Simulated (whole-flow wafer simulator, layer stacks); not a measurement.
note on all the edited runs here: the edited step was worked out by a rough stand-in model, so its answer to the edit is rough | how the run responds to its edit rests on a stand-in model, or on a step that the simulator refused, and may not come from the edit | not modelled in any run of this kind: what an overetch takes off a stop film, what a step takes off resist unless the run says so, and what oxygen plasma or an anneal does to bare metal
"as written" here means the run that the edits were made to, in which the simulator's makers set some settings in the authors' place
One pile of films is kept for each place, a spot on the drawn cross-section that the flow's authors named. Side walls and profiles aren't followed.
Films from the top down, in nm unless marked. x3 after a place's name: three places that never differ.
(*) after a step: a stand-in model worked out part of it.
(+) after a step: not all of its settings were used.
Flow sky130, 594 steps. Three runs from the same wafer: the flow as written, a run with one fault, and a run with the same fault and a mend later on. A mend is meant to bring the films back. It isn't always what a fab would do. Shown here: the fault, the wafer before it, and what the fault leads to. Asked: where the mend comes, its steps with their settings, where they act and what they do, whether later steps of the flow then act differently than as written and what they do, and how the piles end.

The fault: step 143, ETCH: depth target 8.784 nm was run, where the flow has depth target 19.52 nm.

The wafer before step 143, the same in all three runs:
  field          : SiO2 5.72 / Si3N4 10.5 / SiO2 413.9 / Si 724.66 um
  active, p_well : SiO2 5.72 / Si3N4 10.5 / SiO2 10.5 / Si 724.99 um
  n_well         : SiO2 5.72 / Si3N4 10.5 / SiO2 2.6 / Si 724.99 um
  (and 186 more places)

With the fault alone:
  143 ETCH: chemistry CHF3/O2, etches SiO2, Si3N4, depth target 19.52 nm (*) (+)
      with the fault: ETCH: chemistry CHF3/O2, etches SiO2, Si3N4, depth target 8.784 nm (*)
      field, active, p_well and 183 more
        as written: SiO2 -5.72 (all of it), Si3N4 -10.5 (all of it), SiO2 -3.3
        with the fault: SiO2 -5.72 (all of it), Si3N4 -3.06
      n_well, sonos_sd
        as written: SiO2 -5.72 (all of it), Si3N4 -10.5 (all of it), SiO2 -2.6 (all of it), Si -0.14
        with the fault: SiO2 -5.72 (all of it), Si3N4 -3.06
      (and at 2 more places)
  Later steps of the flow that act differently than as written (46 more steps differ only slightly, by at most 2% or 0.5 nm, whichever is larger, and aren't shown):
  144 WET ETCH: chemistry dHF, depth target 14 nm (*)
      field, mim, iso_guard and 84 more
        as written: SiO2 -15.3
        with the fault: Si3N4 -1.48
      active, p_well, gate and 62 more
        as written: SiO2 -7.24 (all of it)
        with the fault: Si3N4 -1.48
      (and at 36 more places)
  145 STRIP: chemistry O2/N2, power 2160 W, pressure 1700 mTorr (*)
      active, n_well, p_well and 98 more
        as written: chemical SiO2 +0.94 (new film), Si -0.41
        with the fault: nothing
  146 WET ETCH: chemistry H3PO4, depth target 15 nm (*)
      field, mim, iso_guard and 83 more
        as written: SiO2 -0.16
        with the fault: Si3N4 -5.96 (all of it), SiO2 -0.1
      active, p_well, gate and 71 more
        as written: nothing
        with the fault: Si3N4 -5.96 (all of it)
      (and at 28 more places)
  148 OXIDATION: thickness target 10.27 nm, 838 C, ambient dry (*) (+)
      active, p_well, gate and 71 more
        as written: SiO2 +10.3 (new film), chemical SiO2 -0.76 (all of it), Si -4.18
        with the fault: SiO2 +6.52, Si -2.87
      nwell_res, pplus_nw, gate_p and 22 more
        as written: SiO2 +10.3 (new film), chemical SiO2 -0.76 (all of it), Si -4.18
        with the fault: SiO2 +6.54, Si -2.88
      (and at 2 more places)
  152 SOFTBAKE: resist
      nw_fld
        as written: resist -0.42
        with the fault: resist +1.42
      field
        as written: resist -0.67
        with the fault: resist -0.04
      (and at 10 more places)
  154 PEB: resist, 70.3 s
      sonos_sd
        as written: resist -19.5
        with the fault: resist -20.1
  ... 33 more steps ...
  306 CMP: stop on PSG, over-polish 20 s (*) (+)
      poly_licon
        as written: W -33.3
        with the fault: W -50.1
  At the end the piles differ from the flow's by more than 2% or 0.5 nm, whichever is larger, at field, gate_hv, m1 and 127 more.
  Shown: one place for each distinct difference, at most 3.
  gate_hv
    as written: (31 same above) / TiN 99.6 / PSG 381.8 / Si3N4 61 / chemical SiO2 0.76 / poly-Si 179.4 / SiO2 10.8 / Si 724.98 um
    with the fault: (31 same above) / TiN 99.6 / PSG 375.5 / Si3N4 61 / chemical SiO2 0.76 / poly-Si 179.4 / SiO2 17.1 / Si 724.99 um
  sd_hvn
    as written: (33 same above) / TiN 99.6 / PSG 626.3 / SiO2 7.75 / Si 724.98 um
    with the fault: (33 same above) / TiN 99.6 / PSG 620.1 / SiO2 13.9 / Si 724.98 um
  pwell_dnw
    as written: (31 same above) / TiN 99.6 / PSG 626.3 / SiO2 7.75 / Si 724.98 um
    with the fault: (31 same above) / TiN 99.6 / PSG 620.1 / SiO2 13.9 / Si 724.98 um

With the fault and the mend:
  The mend comes after step 143.
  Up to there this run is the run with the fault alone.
  143a ETCH: chemistry CHF3/O2, etches SiO2, Si3N4, depth target 10.74 nm (*) (+) (the flow's step 143 once more, with other settings)
      field, active, p_well and 183 more
        Si3N4 -7.44 (all of it), SiO2 -3.3
      n_well, sonos_sd
        Si3N4 -7.44 (all of it), SiO2 -2.6 (all of it), Si -0.14
      sonos_cell, sonos_cell_x
        resist -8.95
  No later step of the flow acts differently than as written, at any place that is followed, by more than 2% or 0.5 nm, whichever is larger.
  At the end the piles are the same as the flow's at every place that both follow.
